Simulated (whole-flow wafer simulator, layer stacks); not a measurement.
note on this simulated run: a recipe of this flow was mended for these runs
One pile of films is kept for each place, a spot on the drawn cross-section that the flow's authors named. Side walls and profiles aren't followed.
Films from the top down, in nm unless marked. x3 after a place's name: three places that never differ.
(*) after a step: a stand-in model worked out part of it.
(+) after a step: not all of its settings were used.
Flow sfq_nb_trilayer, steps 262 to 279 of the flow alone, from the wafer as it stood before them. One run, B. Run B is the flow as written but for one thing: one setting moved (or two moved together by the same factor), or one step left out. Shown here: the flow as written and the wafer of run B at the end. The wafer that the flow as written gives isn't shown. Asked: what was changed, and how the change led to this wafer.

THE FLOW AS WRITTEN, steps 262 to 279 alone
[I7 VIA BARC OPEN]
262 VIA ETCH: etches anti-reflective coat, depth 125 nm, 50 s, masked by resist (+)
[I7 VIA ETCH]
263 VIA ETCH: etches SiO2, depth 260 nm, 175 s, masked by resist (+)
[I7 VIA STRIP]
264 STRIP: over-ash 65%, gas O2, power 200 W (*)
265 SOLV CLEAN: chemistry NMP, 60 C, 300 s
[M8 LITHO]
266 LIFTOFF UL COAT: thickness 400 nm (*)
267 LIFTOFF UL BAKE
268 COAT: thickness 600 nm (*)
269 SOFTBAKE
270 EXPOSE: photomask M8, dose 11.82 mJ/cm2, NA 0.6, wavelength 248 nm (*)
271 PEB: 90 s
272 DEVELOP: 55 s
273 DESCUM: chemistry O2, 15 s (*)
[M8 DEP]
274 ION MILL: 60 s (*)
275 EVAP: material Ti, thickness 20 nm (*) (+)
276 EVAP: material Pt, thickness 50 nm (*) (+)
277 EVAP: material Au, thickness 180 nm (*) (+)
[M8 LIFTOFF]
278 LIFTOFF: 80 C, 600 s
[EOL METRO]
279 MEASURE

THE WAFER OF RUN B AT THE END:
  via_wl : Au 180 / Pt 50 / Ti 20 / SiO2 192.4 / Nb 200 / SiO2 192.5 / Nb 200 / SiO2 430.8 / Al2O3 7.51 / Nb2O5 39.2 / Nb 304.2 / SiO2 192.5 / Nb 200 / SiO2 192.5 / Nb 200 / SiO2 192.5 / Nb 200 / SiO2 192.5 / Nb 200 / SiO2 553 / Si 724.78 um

The cause: step 263, VIA ETCH: etches SiO2, depth 260 nm, 175 s, masked by resist (+), was left out.

How the change led to this, step by step:
  264 STRIP: over-ash 65%, gas O2, power 200 W (*)
      field_l, v_sur, via_sp and 100 more: KrF-resist-other-grade -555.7 (all of it), anti-reflective coat -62 (all of it) (as written it would be: KrF-resist-other-grade -510.8 (all of it), anti-reflective coat -62 (all of it))
  266 LIFTOFF UL COAT: thickness 400 nm (*)
      via_wl, via_wr: lift-off-underlayer +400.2 (new film) (as written it would be: lift-off-underlayer +553.5 (new film))
      field_l: lift-off-underlayer +400 (new film) (as written it would be: lift-off-underlayer +387.9 (new film))
      (and at 3 more places)
  268 COAT: thickness 600 nm (*)
      via_wl: KrF-resist-other-grade +600 (new film) (as written it would be: KrF-resist-other-grade +625.8 (new film))
      via_w: KrF-resist-other-grade +600.1 (new film) (as written it would be: KrF-resist-other-grade +637.7 (new film))
      (and at 1 more place)
  272 DEVELOP: 55 s
      field_l: KrF-resist-other-grade -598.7 (all of it), lift-off-underlayer -400 (all of it) (as written it would be: KrF-resist-other-grade -593.6 (all of it), lift-off-underlayer -387.9 (all of it))
      v_sur: KrF-resist-other-grade -598.8 (all of it), lift-off-underlayer -400 (all of it) (as written it would be: KrF-resist-other-grade -607.6 (all of it), lift-off-underlayer -368.7 (all of it))
      (and at 4 more places)
  274 ION MILL: 60 s (*)
      via_wl, via_w, via_wr: SiO2 -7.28 (as written it would be: Nb -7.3)
Counting metal films that touch as one body, via_wl has 8 bodies (between them, from the top down: SiO2 192.4; SiO2 192.5; SiO2 430.8 / Al2O3 7.51 / Nb2O5 39.2; SiO2 192.5; SiO2 192.5; SiO2 192.5; SiO2 192.5); the flow as written gives 7 bodies (between them, from the top down: SiO2 192.5; SiO2 430.8 / Al2O3 7.51 / Nb2O5 39.2; SiO2 192.5; SiO2 192.5; SiO2 192.5; SiO2 192.5).
